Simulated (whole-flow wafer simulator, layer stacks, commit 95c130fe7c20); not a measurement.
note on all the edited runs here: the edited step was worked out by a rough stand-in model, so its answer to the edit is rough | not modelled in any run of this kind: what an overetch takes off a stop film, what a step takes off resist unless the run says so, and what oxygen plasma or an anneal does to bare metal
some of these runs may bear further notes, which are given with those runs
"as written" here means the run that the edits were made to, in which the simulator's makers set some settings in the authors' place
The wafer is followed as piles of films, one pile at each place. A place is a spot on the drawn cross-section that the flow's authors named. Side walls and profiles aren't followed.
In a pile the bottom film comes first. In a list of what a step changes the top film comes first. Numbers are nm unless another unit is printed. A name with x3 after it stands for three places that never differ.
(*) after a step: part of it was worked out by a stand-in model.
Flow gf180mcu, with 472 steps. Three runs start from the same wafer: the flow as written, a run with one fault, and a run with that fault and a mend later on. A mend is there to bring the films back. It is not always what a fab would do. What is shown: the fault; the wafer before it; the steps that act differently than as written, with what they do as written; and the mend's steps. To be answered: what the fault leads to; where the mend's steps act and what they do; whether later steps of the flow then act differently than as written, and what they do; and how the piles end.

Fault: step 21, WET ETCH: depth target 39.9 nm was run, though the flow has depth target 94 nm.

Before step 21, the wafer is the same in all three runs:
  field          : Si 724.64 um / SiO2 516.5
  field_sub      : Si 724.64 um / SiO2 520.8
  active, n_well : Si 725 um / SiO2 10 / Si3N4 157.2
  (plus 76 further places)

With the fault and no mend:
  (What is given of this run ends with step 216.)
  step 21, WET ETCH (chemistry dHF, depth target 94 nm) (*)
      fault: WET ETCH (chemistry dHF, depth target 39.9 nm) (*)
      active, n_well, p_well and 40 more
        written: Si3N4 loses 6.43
        fault: Si3N4 loses 2.77
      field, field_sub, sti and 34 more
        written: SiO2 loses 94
        fault: SiO2 loses 39.9
  Later steps of the flow acting differently than as written (29 other steps are not shown; they differ only slightly, by no more than 2% or 0.5 nm, whichever is larger):
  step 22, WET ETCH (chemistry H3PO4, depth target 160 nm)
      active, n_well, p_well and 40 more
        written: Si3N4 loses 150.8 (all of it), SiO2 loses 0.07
        fault: Si3N4 loses 154.4 (all of it), SiO2 loses 0.04
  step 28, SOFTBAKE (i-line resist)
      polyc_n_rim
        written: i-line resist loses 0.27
        fault: i-line resist gains 0.25
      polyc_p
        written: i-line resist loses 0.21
        fault: i-line resist gains 0.49
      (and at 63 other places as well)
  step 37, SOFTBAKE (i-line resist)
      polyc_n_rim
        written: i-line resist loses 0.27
        fault: i-line resist gains 0.25
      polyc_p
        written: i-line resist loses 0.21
        fault: i-line resist gains 0.49
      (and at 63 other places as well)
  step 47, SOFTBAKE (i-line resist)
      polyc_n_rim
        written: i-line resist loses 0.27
        fault: i-line resist gains 0.25
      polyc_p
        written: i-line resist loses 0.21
        fault: i-line resist gains 0.49
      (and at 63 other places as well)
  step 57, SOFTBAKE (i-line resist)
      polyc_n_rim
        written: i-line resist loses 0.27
        fault: i-line resist gains 0.25
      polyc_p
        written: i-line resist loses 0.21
        fault: i-line resist gains 0.49
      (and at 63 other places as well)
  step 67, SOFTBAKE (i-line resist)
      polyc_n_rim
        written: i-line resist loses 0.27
        fault: i-line resist gains 0.25
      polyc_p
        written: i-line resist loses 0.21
        fault: i-line resist gains 0.49
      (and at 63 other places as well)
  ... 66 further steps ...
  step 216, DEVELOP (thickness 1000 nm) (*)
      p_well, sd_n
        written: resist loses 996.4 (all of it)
        fault: resist loses 1046.8 (all of it)
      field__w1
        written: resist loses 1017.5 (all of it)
        fault: resist loses 993.9 (all of it)
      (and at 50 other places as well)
  Once step 216 is done, the piles at field, field__w1, field__w2 and 73 more depart from the flow's by more than 2% or 0.5 nm, whichever is larger.
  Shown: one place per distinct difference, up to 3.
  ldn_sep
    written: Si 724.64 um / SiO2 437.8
    fault: Si 724.64 um / SiO2 491.6
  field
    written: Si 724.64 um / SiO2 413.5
    fault: Si 724.64 um / SiO2 467.3
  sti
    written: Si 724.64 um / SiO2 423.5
    fault: Si 724.64 um / SiO2 477.4

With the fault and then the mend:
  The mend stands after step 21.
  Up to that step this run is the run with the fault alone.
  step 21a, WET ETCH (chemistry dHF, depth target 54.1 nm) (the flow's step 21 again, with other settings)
      field, field_sub, sti and 34 more
        SiO2 loses 54.1
  Later steps of the flow acting differently than as written (11 other steps are not shown; they differ only slightly, by no more than 2% or 0.5 nm, whichever is larger):
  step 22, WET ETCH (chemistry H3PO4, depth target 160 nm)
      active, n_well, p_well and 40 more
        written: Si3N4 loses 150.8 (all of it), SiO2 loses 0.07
        mend: Si3N4 loses 154.4 (all of it), SiO2 loses 0.04
  By the end, the piles equal the flow's at every place that both follow.
